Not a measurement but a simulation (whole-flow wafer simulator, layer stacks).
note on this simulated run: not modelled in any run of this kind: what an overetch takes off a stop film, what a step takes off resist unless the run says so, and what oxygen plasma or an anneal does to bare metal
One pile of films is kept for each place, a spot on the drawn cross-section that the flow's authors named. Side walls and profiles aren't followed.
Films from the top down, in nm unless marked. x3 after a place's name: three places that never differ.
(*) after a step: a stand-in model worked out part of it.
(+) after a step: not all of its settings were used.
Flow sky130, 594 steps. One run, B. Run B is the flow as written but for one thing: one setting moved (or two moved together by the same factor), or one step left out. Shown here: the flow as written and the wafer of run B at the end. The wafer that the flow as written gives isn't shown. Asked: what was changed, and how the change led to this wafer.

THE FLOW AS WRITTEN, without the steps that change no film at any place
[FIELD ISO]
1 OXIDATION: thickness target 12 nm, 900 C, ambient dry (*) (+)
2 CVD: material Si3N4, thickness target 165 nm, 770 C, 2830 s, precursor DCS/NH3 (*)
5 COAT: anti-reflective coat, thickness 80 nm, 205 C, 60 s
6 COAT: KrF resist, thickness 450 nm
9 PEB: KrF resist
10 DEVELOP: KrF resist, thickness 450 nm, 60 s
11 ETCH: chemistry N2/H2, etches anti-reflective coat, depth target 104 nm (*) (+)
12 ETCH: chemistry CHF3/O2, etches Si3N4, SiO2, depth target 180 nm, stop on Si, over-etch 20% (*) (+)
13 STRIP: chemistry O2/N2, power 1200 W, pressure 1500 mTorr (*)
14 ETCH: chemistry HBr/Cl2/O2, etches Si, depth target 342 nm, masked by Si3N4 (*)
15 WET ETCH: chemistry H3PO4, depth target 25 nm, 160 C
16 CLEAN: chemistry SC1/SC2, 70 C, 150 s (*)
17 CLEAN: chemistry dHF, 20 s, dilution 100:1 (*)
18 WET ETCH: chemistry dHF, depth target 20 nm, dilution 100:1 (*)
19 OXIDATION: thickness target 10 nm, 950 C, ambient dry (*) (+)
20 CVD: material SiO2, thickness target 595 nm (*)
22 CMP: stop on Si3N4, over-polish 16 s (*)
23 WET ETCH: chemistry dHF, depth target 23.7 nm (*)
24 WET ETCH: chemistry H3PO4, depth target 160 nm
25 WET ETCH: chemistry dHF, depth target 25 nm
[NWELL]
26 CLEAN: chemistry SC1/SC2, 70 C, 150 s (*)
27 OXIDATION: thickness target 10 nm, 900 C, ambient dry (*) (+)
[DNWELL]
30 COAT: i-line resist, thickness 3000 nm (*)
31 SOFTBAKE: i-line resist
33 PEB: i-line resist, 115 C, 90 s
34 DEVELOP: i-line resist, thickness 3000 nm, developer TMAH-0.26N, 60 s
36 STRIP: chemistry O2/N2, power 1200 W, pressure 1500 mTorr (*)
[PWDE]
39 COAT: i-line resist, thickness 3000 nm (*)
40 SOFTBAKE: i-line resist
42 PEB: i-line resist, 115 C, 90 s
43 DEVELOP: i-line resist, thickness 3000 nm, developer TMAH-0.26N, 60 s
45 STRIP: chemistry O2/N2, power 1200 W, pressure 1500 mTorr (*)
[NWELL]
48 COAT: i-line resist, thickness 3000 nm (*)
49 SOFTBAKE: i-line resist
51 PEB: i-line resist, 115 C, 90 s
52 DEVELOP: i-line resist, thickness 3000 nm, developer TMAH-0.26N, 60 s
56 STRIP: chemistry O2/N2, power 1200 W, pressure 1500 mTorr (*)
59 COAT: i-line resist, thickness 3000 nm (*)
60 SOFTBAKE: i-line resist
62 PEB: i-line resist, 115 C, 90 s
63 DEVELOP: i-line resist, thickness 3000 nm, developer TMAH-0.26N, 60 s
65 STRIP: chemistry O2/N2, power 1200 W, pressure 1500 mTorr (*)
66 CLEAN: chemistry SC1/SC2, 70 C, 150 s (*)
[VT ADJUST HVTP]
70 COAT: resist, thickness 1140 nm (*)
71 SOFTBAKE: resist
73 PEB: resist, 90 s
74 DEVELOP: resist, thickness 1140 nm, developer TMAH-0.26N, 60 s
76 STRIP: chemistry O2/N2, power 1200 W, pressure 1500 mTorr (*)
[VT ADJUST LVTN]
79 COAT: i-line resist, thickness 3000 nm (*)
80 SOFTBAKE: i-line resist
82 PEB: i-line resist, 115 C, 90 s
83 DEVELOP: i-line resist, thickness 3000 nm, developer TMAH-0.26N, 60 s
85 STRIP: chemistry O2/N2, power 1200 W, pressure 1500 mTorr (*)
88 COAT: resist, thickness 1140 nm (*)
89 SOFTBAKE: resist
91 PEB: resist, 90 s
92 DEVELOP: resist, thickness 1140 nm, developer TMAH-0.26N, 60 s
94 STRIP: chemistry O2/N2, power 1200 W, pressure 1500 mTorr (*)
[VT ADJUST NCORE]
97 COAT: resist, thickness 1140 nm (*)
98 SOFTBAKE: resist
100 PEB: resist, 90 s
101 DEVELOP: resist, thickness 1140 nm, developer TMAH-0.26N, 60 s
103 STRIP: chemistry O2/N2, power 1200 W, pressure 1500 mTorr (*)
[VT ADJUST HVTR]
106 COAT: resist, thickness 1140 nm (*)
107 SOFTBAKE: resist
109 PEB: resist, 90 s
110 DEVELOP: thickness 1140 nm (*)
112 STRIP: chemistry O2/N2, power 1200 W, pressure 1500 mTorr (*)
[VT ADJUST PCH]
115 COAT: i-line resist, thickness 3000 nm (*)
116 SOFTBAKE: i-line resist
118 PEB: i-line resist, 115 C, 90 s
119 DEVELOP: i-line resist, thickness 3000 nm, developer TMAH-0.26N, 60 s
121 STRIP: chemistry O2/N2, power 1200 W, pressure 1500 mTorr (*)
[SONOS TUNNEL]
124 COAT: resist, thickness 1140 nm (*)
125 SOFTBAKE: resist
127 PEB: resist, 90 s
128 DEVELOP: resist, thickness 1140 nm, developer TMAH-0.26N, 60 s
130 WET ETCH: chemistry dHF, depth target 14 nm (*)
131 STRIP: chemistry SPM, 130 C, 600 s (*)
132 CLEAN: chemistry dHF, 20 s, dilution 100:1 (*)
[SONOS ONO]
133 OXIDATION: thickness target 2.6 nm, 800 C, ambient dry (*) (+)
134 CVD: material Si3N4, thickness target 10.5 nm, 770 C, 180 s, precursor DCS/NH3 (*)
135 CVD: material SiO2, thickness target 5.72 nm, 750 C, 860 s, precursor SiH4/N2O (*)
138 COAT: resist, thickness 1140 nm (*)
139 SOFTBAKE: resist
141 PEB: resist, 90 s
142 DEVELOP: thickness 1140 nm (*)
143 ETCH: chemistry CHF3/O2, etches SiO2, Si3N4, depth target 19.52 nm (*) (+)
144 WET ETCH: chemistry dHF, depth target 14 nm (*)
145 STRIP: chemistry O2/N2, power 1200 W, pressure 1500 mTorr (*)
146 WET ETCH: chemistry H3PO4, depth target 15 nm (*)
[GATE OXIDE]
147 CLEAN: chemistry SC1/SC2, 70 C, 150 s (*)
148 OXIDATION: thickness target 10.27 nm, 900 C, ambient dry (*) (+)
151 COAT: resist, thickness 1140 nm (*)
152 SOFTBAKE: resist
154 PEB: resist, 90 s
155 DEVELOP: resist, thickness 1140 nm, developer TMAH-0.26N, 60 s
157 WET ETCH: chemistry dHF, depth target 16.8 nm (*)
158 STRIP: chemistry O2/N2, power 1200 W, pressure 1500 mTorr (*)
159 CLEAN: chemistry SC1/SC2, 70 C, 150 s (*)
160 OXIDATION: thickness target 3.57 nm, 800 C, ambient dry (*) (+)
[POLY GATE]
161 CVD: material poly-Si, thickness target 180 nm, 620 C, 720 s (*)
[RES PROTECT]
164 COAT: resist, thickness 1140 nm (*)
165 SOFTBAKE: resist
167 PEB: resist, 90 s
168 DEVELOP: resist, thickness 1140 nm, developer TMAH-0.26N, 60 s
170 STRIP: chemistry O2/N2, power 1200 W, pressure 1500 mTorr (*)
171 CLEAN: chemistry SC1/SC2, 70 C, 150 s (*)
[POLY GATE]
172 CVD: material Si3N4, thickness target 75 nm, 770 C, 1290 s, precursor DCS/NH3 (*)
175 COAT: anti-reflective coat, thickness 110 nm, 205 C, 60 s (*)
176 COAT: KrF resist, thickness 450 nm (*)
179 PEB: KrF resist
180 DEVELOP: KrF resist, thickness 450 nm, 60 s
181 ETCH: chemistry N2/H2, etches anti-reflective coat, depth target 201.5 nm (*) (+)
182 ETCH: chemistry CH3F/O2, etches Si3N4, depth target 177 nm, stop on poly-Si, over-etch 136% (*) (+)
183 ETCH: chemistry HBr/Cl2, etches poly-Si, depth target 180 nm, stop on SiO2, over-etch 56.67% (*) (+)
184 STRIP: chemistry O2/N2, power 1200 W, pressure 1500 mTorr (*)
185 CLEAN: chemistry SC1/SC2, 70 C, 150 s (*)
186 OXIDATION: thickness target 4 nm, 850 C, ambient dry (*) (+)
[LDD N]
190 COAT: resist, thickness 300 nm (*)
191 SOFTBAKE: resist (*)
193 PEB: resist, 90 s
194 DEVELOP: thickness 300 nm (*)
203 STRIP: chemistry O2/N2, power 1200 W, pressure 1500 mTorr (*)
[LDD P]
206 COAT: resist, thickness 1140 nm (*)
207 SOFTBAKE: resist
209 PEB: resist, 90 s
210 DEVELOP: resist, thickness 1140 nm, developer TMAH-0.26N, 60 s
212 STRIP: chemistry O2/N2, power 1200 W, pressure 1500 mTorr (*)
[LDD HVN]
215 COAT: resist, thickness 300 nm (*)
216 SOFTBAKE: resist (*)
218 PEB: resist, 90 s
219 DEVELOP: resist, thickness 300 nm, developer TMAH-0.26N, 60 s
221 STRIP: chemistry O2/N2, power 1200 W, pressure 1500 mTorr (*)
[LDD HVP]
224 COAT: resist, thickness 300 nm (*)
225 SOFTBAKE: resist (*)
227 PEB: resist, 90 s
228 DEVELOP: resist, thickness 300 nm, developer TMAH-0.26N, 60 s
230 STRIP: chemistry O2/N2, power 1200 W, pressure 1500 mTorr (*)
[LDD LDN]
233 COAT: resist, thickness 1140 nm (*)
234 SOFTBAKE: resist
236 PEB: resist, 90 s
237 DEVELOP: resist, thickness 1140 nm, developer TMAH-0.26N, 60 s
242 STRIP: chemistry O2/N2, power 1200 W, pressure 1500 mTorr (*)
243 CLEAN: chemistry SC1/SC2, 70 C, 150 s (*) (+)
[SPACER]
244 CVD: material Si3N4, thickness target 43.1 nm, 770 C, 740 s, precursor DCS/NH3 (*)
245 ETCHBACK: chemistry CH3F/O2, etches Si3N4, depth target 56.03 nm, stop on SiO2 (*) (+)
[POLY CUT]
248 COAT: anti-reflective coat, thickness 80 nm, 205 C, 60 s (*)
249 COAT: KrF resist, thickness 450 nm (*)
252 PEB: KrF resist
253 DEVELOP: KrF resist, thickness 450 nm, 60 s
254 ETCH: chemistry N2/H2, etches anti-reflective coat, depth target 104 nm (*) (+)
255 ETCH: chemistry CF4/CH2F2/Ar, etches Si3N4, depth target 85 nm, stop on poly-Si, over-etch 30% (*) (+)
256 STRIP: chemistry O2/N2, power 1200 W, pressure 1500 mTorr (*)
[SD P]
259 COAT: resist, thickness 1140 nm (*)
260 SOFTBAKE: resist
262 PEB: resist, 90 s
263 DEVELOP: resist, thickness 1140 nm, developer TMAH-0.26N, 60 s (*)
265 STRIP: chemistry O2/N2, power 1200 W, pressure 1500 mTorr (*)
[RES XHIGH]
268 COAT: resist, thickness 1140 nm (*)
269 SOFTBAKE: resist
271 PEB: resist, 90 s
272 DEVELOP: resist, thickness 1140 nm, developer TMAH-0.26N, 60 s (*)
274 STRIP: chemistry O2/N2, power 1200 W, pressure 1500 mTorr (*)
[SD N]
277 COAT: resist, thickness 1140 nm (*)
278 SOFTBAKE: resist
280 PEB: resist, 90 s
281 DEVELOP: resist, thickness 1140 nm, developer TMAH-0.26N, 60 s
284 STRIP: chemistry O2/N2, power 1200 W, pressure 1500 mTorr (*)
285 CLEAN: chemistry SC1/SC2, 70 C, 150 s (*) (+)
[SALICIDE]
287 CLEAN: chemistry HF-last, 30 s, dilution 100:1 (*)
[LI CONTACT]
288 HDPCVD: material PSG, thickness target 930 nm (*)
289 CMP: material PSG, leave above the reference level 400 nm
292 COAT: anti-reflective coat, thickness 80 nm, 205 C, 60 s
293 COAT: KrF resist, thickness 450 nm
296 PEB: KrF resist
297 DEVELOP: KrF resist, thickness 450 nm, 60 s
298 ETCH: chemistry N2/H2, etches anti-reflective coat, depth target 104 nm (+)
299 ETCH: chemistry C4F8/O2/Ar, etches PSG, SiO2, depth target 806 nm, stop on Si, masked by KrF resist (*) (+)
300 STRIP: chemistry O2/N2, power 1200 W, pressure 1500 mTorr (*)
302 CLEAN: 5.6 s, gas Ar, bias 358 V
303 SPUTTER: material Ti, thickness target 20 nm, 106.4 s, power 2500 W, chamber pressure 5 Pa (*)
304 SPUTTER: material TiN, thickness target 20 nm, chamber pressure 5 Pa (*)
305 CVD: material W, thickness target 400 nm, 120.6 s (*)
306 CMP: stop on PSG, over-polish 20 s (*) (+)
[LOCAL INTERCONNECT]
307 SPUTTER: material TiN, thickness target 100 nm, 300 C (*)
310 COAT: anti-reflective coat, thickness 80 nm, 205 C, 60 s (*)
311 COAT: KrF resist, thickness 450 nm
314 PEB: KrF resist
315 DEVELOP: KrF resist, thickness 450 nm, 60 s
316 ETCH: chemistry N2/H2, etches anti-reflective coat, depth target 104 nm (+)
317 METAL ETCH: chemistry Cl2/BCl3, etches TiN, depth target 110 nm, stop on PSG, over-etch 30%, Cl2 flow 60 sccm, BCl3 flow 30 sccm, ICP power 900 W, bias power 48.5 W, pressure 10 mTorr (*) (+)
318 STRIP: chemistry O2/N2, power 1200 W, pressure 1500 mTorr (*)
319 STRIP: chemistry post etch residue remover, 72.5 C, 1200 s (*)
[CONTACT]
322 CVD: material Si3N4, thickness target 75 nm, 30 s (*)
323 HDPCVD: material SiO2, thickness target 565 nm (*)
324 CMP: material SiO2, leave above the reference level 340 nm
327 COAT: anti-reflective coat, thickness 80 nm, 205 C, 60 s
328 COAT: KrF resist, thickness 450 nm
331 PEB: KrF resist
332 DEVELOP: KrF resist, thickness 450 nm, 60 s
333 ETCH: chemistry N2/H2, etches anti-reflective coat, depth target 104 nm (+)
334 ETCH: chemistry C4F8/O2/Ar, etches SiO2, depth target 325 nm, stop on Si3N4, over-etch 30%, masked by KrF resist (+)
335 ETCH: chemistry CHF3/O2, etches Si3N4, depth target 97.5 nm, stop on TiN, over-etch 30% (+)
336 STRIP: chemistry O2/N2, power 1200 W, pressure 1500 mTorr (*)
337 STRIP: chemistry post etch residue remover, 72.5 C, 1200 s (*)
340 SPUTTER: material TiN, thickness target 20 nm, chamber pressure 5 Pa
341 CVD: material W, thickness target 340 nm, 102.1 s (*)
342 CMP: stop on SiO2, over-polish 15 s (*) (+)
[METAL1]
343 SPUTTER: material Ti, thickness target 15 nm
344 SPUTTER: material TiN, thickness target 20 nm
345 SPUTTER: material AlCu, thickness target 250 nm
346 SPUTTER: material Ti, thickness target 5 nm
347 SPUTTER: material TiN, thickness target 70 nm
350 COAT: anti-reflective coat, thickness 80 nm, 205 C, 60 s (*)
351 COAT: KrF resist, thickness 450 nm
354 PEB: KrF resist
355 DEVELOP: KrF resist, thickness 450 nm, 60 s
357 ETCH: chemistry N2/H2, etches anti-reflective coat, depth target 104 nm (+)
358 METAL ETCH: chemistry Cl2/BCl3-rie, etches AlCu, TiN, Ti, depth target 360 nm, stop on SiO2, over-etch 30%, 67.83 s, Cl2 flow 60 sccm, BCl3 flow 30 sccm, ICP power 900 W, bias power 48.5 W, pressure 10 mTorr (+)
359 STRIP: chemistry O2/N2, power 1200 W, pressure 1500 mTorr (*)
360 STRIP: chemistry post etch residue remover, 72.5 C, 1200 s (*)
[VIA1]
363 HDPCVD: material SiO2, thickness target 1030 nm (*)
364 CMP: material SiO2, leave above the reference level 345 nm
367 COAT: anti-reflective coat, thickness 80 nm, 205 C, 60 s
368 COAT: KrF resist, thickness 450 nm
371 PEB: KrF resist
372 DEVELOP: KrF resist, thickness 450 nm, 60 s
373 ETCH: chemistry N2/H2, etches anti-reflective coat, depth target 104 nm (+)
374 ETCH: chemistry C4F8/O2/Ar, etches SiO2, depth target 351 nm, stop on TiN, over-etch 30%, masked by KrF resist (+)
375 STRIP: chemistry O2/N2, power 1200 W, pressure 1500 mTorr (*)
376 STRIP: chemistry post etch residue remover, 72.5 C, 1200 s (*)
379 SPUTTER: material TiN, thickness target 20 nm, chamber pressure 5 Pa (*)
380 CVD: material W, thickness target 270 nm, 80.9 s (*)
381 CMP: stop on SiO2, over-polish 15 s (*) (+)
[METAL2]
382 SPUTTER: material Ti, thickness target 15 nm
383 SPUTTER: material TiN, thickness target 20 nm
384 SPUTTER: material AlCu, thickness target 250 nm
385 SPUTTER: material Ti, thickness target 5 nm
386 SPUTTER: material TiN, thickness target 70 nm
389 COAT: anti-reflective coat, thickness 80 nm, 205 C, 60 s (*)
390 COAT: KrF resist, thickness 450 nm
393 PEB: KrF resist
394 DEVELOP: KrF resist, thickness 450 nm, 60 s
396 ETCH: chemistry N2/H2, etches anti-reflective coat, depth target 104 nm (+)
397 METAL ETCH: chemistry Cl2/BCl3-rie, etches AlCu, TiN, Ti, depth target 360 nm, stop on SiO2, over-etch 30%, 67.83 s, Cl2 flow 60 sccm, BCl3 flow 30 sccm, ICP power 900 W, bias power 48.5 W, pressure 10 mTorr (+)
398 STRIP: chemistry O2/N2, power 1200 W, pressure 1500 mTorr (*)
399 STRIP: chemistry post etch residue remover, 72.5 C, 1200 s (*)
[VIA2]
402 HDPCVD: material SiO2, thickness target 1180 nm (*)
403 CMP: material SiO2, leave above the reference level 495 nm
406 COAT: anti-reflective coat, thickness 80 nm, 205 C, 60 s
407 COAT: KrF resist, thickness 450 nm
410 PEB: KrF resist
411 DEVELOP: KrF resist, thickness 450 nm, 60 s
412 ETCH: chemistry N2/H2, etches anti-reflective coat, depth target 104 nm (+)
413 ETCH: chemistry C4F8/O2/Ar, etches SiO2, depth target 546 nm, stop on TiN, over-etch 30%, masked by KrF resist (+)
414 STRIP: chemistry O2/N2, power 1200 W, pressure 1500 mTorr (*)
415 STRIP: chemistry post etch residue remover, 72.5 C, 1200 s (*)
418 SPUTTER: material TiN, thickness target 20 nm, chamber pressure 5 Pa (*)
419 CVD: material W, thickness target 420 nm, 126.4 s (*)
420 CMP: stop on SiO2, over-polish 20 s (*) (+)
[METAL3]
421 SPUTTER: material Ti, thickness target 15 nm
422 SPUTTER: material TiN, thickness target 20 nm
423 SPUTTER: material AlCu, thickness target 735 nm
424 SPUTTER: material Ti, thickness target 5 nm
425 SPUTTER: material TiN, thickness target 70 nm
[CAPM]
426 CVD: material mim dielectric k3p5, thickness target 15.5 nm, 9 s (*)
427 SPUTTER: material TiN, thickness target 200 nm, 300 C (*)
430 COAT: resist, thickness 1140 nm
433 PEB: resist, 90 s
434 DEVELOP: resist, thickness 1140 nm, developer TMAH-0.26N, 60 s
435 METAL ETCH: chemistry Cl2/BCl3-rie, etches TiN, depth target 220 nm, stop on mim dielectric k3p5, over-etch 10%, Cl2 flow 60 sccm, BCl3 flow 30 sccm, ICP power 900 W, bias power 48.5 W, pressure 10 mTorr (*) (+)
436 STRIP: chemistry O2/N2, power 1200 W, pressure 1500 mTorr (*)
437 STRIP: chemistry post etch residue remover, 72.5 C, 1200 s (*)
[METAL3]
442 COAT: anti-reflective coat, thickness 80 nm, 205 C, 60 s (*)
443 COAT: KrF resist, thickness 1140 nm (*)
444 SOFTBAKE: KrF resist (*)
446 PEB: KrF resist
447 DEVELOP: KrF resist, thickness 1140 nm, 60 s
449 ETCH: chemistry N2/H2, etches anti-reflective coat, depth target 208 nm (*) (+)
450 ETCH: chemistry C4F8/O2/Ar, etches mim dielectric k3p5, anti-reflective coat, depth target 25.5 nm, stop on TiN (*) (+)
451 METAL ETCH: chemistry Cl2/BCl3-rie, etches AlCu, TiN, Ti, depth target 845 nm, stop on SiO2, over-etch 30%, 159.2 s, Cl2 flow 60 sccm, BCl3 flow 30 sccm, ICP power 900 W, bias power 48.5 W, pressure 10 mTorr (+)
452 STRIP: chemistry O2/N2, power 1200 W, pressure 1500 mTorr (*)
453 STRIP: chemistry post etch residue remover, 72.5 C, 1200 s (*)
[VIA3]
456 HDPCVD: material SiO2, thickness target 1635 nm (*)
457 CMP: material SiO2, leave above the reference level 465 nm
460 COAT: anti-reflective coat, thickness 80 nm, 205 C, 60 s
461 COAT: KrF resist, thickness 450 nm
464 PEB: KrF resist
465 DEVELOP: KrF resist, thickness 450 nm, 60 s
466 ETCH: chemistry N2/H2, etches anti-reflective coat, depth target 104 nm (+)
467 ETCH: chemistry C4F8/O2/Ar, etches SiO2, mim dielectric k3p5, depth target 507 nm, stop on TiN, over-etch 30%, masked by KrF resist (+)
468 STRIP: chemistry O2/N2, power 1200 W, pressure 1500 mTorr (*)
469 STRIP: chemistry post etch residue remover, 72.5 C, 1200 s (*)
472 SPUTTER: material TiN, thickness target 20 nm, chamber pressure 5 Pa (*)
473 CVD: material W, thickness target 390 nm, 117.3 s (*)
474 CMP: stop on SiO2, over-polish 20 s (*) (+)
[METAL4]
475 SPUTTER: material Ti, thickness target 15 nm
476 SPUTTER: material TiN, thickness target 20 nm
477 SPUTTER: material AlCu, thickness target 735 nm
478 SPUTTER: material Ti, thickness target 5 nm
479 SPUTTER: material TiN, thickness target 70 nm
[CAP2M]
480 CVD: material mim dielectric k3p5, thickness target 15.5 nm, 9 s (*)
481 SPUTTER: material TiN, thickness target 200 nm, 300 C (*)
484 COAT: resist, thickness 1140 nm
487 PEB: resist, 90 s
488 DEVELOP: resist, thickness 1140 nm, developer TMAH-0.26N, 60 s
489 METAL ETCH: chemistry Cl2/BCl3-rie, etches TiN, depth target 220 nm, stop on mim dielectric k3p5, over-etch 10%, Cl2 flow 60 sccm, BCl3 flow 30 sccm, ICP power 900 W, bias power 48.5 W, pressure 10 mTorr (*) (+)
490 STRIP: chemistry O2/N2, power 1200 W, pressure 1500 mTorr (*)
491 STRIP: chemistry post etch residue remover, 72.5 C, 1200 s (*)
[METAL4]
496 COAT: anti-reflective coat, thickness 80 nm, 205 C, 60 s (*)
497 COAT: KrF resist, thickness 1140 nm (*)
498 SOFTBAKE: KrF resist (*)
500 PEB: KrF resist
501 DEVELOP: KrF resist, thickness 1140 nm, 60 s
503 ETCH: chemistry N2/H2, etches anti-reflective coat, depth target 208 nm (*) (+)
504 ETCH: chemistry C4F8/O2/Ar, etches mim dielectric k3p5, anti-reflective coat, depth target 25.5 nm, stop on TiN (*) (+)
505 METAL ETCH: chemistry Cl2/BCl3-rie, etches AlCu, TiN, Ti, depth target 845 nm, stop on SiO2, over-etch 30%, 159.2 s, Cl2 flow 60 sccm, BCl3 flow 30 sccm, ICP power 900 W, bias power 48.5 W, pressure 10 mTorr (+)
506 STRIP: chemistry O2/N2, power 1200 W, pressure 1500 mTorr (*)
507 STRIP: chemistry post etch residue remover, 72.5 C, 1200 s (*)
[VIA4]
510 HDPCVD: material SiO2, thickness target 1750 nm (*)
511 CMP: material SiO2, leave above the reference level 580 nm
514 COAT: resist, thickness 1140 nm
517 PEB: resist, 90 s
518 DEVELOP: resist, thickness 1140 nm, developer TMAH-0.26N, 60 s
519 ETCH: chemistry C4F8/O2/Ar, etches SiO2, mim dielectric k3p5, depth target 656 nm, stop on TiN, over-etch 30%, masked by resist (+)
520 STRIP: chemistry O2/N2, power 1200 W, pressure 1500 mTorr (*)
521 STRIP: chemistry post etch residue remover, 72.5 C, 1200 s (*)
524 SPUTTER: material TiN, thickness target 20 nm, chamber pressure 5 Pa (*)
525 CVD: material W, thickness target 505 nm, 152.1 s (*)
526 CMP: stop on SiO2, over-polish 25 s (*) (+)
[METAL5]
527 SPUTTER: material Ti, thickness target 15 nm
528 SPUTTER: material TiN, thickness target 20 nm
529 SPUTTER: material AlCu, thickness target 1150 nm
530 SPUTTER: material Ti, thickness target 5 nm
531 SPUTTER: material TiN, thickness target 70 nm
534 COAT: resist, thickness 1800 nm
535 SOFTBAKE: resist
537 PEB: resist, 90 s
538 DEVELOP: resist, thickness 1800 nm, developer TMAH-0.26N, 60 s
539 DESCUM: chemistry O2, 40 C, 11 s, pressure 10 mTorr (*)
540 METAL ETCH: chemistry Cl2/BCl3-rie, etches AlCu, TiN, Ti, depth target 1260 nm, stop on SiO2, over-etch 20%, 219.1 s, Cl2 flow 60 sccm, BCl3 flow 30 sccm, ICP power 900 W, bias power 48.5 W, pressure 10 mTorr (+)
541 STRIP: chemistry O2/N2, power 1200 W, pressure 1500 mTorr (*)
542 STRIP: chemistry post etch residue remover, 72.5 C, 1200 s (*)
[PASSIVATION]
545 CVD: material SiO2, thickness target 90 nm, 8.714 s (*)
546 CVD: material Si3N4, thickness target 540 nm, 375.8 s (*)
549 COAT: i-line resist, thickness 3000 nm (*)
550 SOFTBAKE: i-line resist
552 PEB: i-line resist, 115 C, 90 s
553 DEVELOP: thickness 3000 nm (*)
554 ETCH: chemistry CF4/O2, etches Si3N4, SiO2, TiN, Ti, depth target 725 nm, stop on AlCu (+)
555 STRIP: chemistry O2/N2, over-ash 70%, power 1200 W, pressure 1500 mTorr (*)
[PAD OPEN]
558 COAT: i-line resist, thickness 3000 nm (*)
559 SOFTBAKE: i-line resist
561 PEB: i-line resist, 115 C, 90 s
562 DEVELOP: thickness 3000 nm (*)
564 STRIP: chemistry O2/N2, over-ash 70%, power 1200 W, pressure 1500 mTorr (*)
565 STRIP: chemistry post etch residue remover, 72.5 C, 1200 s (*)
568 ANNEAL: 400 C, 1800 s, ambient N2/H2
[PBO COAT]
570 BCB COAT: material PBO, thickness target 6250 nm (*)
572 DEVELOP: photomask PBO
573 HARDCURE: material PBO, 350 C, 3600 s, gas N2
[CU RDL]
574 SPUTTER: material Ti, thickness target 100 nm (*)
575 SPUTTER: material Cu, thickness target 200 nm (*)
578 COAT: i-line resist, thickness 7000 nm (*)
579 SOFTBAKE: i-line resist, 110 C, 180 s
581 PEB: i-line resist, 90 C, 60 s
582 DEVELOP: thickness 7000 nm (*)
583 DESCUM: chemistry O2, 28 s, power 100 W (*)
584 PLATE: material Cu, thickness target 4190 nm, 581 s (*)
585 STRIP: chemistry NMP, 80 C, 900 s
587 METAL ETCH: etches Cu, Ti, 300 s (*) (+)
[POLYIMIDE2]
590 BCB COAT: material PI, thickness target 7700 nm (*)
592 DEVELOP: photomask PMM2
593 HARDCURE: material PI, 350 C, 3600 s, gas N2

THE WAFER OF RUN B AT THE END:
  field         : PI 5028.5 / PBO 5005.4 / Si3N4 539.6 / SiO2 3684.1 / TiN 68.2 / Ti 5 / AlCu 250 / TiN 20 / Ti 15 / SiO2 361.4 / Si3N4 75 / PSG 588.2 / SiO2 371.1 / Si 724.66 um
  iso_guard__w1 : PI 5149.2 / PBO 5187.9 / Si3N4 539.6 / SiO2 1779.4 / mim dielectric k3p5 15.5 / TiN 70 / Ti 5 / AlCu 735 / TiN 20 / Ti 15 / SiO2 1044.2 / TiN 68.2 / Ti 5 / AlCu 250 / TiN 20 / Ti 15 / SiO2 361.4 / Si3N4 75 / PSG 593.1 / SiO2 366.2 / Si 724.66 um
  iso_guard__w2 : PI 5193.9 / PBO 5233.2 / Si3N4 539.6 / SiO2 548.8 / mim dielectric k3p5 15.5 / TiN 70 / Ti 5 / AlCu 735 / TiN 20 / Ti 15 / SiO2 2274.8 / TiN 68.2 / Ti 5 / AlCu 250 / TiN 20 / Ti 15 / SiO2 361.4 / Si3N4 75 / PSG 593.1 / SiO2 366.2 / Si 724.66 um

The cause: step 358, METAL ETCH: chemistry Cl2/BCl3-rie, etches AlCu, TiN, Ti, depth target 360 nm, stop on SiO2, over-etch 30%, 67.83 s, Cl2 flow 60 sccm, BCl3 flow 30 sccm, ICP power 900 W, bias power 48.5 W, pressure 10 mTorr (+), was left out.

How the change led to this, step by step:
  359 STRIP: chemistry O2/N2, power 1200 W, pressure 1500 mTorr (*)
      n_well, p_well, gate_hv and 100 more: KrF resist -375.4 (all of it), anti-reflective coat -80 (all of it) (as written it would be: KrF resist -141.4 (all of it), anti-reflective coat -80 (all of it))
      poly_licon, rpo_hd_licon: KrF resist -375.5 (all of it), anti-reflective coat -80.4 (all of it) (as written it would be: KrF resist -141.5 (all of it), anti-reflective coat -80.4 (all of it))
      (and at 2 more places)
  363 HDPCVD: material SiO2, thickness target 1030 nm (*)
      field, active, gate and 81 more: SiO2 +1030 (new film) (as written it would be: SiO2 +1030)
  364 CMP: material SiO2, leave above the reference level 345 nm
      field, active, gate and 81 more: SiO2 -758.2 (as written it would be: SiO2 -389.1)
Counting metal films that touch as one body, field has 1 body; the flow as written gives 0 bodies.
Counting metal films that touch as one body, iso_guard__w1 has 2 bodies (between them, from the top down: SiO2 1044.2); the flow as written gives 1 body.
Counting metal films that touch as one body, iso_guard__w2 has 2 bodies (between them, from the top down: SiO2 2274.8); the flow as written gives 1 body.
